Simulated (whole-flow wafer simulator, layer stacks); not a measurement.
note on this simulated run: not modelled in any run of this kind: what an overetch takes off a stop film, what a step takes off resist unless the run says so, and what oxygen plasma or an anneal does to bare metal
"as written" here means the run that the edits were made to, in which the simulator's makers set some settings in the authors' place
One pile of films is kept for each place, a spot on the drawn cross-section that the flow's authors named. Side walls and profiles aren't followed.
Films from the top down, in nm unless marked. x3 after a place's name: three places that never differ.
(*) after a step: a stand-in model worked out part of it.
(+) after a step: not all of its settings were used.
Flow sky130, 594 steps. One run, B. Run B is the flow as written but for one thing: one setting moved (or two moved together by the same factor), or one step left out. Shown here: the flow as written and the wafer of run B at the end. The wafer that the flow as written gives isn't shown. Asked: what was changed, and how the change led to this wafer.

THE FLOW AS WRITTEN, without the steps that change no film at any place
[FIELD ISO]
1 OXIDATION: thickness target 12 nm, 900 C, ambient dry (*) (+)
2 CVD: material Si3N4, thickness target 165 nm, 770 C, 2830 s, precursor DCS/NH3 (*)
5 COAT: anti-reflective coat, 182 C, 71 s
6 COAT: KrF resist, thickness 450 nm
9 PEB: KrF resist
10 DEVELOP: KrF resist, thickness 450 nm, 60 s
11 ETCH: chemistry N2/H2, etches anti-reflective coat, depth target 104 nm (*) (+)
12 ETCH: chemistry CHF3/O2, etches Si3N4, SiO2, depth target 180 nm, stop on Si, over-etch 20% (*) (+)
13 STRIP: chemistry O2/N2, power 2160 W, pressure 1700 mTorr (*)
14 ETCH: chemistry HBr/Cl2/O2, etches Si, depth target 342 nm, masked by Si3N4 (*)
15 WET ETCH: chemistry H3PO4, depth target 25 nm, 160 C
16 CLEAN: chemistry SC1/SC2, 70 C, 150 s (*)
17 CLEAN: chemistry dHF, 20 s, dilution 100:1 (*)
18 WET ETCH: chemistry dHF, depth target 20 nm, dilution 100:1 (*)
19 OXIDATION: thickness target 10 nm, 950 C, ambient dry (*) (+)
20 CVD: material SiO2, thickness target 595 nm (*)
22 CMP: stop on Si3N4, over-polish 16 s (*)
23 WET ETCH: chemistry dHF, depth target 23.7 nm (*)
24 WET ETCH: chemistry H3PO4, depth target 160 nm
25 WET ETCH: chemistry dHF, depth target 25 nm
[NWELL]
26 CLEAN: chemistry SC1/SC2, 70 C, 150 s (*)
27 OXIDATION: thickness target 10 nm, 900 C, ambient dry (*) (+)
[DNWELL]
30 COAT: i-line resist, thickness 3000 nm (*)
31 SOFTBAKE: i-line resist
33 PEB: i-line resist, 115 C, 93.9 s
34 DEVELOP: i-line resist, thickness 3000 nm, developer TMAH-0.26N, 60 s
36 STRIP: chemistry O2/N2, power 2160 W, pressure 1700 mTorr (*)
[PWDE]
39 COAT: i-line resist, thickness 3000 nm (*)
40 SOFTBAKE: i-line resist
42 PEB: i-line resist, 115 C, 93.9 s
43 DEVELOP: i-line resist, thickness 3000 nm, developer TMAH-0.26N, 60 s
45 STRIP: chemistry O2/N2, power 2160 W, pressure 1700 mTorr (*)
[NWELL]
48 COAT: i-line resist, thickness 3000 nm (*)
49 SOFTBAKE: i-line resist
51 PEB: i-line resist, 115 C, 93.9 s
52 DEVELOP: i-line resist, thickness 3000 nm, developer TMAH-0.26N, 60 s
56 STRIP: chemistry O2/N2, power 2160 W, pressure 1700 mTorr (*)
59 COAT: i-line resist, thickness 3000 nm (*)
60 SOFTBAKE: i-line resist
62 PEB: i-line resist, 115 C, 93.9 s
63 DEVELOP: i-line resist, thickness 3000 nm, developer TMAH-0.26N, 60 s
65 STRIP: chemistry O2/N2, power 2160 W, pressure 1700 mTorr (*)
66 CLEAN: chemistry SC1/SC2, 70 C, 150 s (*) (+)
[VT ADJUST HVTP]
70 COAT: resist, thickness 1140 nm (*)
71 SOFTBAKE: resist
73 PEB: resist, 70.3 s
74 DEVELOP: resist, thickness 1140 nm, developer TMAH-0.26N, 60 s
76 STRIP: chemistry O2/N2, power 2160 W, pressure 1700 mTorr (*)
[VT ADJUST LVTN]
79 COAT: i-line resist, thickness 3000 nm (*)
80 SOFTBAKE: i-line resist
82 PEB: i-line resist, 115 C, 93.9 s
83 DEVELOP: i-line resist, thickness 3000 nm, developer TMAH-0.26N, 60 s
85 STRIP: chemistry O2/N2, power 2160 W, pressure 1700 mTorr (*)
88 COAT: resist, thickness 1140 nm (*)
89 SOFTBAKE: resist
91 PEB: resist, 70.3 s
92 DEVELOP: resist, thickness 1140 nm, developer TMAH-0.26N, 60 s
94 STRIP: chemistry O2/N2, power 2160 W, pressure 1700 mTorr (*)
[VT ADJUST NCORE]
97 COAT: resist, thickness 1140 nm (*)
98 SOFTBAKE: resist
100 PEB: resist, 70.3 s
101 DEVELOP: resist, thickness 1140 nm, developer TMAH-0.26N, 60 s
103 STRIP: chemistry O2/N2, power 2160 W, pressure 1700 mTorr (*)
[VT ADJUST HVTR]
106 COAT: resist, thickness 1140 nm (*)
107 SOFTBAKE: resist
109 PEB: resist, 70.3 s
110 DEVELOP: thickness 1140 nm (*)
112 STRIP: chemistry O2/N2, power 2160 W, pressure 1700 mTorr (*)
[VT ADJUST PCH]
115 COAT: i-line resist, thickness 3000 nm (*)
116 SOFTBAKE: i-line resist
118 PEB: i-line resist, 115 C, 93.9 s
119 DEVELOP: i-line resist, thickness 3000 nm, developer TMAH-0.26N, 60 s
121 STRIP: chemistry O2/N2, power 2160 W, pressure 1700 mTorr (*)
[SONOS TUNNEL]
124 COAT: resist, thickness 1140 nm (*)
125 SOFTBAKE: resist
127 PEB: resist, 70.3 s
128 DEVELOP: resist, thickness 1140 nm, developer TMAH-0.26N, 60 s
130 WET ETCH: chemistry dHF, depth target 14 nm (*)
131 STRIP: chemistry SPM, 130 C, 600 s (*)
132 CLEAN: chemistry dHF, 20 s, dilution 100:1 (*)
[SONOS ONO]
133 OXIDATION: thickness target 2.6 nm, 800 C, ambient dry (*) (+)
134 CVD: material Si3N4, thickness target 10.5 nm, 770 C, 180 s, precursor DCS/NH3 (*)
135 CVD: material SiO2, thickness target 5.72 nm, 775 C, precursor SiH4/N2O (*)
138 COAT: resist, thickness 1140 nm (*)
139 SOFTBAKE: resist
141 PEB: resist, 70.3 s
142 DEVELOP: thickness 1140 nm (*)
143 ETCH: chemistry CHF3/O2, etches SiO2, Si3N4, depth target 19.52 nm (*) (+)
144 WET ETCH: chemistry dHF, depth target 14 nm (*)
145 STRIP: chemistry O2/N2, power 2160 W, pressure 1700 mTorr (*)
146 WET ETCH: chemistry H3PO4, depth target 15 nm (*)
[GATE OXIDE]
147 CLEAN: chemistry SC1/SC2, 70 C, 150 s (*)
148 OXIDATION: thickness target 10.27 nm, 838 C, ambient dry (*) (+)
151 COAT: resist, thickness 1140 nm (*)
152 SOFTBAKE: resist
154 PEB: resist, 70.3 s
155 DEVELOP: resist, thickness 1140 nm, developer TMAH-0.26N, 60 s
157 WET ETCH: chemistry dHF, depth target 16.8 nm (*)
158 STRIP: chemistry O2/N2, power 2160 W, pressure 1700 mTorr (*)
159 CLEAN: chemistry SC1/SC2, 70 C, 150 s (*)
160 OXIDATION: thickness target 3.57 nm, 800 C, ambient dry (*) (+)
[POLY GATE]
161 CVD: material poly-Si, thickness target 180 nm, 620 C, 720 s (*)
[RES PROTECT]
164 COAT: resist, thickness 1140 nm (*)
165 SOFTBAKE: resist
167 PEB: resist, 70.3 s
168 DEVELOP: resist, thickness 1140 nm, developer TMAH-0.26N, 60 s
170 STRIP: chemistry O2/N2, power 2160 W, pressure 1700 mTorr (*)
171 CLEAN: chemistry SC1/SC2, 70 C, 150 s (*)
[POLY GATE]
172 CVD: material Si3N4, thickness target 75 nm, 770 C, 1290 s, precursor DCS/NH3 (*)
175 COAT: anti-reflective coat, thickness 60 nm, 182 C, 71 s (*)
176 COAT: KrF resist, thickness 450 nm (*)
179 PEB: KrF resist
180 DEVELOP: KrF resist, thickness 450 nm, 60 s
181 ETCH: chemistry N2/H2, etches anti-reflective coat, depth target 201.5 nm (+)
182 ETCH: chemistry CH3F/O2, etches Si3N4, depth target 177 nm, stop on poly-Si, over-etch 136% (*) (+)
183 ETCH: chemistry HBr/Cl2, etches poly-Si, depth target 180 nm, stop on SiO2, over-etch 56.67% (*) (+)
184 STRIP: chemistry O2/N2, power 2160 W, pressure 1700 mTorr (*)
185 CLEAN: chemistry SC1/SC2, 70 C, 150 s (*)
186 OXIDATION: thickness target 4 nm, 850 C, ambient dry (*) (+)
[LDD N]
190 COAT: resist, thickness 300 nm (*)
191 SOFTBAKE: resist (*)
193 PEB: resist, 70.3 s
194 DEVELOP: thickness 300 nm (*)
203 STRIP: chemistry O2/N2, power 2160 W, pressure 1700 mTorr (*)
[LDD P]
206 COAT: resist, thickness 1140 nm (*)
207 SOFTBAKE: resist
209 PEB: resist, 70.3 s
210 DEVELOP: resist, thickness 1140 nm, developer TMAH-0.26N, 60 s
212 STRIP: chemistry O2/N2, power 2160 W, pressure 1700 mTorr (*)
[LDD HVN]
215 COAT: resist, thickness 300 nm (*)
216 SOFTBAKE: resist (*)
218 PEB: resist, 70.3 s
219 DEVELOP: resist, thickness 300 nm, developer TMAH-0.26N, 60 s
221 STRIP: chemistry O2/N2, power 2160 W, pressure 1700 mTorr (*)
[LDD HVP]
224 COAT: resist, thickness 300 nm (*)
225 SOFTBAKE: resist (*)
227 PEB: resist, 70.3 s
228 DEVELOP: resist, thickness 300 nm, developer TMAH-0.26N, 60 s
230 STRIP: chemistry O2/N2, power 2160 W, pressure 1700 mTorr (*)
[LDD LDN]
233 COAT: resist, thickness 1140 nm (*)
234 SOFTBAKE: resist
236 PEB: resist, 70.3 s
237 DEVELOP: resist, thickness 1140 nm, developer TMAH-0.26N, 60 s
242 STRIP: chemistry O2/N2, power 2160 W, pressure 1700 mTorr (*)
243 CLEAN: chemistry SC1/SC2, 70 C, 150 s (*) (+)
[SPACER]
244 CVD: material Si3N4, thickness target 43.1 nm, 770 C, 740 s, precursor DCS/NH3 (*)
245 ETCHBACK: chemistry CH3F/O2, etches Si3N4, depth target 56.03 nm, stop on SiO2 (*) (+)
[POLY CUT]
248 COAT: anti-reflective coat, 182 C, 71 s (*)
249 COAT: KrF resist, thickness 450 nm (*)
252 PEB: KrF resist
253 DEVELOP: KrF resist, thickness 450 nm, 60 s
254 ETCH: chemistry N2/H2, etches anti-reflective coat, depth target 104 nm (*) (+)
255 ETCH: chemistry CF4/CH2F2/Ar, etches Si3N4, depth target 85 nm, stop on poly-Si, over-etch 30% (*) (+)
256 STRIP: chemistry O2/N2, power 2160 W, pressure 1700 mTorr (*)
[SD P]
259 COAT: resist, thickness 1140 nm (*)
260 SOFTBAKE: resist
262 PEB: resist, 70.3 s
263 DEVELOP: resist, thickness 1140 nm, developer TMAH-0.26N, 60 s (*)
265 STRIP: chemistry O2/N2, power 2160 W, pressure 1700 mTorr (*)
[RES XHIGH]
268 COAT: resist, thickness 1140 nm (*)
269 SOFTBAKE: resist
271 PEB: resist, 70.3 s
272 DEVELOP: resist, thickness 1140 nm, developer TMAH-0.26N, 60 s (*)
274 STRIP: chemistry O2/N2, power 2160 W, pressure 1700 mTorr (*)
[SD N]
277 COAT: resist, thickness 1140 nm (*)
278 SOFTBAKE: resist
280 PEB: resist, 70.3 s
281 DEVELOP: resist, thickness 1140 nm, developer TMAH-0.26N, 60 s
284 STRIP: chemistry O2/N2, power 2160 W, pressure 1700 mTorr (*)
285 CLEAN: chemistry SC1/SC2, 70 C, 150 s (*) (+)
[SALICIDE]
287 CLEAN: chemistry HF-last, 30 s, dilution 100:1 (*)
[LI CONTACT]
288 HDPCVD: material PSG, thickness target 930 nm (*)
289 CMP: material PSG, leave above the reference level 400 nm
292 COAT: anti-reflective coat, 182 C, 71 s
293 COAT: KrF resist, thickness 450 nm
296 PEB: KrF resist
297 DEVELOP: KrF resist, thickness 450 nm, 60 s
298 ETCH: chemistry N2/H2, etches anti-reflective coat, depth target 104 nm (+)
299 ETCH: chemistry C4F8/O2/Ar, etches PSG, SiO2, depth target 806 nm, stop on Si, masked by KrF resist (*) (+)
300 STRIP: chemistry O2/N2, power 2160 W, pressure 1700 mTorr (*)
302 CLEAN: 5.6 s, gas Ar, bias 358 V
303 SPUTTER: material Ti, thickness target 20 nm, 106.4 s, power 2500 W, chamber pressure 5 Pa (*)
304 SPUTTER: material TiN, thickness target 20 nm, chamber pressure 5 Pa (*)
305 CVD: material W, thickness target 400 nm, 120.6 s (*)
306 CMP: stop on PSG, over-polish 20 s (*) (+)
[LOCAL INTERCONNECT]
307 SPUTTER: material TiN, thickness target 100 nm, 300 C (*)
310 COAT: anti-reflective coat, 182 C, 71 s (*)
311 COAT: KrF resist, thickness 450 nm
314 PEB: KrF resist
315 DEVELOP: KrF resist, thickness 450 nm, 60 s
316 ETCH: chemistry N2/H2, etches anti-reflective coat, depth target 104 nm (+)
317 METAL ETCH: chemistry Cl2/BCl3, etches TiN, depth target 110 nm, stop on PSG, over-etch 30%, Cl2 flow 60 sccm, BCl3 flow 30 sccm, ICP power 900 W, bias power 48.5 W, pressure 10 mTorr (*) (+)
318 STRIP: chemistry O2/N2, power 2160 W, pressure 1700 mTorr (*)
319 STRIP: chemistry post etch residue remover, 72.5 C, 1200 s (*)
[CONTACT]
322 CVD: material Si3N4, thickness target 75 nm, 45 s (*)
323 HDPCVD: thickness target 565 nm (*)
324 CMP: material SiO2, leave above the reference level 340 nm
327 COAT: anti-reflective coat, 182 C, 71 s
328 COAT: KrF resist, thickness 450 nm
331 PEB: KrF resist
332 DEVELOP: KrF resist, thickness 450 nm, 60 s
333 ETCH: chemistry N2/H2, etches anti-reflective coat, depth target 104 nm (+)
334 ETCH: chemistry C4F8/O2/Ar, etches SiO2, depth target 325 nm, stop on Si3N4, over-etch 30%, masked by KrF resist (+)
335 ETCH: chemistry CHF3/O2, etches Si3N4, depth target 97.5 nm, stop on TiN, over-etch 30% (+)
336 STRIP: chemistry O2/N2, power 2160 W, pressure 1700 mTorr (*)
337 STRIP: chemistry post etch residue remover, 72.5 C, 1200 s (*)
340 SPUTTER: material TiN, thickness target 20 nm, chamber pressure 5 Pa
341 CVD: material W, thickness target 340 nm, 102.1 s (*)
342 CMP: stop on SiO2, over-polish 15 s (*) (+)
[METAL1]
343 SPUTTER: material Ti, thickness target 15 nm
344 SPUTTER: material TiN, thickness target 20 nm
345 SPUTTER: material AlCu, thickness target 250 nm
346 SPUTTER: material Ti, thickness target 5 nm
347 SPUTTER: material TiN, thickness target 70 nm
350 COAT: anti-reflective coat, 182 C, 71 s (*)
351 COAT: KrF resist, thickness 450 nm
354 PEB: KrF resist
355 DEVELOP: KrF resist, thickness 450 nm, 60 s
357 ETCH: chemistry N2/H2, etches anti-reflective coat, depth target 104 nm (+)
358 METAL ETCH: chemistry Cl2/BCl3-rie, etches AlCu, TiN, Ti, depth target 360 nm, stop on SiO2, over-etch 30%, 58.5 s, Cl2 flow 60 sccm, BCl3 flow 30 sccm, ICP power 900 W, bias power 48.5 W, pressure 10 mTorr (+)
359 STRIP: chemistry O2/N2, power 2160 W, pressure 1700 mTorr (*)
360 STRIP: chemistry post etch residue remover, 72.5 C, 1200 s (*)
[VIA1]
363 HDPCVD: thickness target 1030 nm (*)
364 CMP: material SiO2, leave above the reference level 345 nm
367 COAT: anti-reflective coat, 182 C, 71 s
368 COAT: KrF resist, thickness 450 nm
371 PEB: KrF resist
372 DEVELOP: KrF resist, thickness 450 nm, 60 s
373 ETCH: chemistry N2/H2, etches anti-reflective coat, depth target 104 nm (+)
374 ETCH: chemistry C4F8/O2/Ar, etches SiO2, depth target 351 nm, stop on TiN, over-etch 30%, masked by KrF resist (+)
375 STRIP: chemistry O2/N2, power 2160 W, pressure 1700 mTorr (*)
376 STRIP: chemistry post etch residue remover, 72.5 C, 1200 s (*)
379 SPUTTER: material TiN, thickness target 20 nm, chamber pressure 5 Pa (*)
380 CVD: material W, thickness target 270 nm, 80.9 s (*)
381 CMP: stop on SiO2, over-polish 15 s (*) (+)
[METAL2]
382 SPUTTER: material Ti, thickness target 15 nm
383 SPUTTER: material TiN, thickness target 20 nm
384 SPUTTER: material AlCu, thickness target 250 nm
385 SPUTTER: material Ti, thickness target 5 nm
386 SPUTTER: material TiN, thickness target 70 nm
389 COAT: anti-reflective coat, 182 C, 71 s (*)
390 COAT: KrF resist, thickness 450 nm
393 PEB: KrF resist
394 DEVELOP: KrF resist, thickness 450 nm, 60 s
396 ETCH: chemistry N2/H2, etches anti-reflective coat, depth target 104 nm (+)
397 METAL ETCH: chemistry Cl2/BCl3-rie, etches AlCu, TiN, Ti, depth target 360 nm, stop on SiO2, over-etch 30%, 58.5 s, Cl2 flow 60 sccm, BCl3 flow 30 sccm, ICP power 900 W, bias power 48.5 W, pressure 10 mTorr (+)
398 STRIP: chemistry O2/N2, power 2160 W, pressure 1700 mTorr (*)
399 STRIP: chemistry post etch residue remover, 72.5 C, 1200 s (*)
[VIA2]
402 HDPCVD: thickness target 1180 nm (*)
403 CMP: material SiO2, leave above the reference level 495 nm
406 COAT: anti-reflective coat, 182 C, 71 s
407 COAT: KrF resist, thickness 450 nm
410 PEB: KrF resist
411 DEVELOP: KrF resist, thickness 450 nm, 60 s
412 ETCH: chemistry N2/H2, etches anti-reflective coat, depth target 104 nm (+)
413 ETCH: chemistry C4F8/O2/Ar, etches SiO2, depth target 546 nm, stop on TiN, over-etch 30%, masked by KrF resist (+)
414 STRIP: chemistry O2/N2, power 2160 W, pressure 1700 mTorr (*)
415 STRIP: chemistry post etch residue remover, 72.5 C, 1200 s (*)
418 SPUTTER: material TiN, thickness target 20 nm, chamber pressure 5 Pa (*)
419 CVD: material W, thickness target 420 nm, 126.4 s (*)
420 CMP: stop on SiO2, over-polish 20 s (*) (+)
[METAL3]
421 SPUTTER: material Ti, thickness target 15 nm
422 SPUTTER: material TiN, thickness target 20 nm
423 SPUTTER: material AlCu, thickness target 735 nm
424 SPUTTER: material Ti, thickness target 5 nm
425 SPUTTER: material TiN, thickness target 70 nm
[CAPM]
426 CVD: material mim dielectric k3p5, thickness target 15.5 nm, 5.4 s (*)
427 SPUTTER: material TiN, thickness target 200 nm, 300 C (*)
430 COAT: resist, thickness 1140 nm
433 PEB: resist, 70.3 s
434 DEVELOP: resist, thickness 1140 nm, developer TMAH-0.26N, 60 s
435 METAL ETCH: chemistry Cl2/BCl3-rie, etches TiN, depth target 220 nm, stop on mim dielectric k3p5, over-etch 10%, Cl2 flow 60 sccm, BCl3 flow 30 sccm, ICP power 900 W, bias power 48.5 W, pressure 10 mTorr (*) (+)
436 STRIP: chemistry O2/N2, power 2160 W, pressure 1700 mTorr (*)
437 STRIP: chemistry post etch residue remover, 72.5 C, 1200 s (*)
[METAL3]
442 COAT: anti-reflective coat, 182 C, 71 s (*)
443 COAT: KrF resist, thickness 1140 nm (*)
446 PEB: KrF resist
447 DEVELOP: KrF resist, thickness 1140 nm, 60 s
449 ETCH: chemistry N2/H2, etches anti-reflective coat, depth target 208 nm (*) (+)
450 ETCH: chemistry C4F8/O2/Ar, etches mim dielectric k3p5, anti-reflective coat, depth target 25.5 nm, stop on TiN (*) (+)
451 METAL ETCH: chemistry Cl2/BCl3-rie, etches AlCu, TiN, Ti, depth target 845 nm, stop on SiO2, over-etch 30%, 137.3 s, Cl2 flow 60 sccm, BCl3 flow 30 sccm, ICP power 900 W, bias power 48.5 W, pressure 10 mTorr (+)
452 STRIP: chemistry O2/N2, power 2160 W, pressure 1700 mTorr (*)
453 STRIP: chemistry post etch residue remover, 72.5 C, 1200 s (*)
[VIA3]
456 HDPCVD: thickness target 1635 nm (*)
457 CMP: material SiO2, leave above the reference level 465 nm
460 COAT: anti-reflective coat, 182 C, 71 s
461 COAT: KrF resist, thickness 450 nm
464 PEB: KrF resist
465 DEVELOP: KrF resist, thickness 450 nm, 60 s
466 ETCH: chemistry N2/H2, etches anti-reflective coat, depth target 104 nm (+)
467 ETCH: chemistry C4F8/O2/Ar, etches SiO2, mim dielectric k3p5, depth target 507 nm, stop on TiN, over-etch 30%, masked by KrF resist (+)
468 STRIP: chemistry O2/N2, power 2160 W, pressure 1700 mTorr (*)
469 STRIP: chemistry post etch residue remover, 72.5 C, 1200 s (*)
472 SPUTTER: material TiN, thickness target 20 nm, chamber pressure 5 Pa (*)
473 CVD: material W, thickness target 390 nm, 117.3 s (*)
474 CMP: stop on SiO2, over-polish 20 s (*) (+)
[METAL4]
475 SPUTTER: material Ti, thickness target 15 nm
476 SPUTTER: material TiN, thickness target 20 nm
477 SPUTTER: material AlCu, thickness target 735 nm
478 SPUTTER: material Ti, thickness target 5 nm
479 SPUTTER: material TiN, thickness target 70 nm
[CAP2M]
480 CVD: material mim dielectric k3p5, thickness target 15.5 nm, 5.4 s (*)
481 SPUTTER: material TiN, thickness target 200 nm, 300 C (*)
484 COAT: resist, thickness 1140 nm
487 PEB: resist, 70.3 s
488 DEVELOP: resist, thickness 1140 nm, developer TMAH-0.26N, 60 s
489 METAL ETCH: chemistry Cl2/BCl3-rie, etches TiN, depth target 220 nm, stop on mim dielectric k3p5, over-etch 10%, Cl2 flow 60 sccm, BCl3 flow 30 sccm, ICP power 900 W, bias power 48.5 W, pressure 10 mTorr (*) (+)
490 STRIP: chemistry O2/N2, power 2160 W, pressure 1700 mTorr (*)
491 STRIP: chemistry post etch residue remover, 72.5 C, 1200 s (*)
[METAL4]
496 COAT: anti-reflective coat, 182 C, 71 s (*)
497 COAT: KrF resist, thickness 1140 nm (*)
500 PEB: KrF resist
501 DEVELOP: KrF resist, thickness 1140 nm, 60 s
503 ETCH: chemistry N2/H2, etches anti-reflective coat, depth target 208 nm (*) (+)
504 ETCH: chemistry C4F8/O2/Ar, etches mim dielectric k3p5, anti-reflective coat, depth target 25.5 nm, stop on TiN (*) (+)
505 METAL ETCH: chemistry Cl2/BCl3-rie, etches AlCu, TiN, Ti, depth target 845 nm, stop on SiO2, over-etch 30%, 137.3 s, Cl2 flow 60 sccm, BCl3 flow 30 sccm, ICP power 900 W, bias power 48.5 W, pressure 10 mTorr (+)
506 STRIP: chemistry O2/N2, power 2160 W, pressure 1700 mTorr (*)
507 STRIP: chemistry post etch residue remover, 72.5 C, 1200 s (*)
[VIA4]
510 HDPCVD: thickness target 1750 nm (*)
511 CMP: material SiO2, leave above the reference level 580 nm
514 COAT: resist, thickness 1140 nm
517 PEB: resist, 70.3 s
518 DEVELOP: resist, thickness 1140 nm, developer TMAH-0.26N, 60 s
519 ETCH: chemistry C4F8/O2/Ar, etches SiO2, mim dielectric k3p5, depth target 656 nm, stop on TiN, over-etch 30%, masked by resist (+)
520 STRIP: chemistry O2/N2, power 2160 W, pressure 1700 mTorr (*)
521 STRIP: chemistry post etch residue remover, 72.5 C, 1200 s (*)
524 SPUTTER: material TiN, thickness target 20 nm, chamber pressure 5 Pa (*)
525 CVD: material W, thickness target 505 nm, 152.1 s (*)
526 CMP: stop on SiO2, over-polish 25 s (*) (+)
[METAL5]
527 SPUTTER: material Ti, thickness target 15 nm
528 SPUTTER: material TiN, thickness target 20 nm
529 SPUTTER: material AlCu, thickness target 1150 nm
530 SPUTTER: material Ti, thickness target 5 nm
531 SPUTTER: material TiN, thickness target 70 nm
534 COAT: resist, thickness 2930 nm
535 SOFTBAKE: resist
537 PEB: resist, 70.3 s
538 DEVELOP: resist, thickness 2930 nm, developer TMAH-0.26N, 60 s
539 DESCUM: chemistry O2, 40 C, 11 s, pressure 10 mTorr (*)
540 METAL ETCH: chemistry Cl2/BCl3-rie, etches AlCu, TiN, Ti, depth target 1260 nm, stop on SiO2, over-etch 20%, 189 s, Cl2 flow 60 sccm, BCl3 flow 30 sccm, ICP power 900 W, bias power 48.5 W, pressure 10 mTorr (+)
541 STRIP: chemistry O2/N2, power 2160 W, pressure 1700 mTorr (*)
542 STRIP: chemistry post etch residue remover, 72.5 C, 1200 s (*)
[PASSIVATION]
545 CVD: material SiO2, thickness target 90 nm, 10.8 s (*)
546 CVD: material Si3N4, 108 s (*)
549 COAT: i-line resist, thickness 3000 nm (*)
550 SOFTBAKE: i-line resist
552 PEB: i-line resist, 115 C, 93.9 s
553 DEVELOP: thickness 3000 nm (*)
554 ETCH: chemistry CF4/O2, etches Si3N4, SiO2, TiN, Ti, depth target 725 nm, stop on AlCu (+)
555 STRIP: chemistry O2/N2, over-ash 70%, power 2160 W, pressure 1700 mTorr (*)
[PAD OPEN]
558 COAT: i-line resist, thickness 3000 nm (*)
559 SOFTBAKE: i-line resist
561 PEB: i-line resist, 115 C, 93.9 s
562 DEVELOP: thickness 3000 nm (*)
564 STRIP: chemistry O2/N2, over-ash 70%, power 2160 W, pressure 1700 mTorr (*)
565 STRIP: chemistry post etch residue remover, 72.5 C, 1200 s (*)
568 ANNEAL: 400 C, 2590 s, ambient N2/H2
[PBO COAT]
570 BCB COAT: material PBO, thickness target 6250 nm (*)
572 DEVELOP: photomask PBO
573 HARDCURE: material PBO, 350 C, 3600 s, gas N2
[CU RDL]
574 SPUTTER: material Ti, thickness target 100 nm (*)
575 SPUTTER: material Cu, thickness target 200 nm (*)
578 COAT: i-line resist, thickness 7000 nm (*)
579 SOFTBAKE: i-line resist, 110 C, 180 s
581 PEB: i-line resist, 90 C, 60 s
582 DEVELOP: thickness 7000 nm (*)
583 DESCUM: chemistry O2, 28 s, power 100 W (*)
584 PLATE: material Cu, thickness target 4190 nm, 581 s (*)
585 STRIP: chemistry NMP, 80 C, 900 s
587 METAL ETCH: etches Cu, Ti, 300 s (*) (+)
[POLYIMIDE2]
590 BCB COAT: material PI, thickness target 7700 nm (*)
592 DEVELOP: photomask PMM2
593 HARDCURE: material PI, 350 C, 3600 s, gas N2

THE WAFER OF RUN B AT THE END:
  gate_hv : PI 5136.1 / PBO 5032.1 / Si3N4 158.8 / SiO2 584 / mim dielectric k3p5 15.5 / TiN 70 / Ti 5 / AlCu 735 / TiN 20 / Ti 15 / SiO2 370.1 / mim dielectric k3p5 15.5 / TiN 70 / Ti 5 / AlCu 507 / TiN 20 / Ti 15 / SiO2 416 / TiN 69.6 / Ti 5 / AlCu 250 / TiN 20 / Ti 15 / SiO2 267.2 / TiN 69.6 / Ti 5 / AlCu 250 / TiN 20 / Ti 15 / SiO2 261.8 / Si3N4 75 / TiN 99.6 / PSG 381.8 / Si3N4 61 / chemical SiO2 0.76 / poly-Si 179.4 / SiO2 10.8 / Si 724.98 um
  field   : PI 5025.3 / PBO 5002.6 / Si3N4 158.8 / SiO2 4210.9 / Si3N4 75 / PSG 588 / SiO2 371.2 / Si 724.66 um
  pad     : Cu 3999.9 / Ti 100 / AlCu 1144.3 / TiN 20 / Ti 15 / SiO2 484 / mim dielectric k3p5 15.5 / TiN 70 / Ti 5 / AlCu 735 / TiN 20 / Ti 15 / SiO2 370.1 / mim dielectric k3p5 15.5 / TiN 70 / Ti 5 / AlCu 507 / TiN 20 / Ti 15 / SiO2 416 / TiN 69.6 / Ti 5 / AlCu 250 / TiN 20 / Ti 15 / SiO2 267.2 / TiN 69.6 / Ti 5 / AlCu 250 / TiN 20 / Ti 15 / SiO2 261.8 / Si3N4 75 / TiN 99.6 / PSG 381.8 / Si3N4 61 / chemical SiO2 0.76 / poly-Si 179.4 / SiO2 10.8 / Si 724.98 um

The cause: step 423, SPUTTER: thickness target 507 nm was run, where the flow has thickness target 735 nm.
It can be read off the wafer: gate_hv has AlCu 507, and step 423 as written asks for 735 nm.

How the change led to this, step by step:
  423 SPUTTER: material AlCu, thickness target 735 nm
      field, active, n_well and 188 more: AlCu +507 (new film) (as written it would be: AlCu +735 (new film))
  451 METAL ETCH: chemistry Cl2/BCl3-rie, etches AlCu, TiN, Ti, depth target 845 nm, stop on SiO2, over-etch 30%, 137.3 s, Cl2 flow 60 sccm, BCl3 flow 30 sccm, ICP power 900 W, bias power 48.5 W, pressure 10 mTorr (+)
      field, gate, spacer and 61 more: TiN -70 (all of it), Ti -5 (all of it), AlCu -507 (all of it), TiN -20 (all of it), Ti -15 (all of it), SiO2 -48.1 (as written it would be: TiN -70 (all of it), Ti -5 (all of it), AlCu -735 (all of it), TiN -20 (all of it), Ti -15 (all of it), SiO2 -25.4)
      vpp_ln, vpp_iso2, ndiff_ln, ndiff_cd, via1_hole, via1_enc, via_li1, m2_ln_cd: TiN -70 (all of it), Ti -5 (all of it), AlCu -507 (all of it), TiN -20 (all of it), Ti -15 (all of it), SiO2 -48.1 (as written it would be: TiN -70 (all of it), Ti -5 (all of it), AlCu -735 (all of it), TiN -20 (all of it), Ti -15 (all of it), SiO2 -25.3)
      (and at 13 more places)
  457 CMP: material SiO2, leave above the reference level 465 nm
      field, active, gate and 82 more: SiO2 -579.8 (as written it would be: SiO2 -374.7)
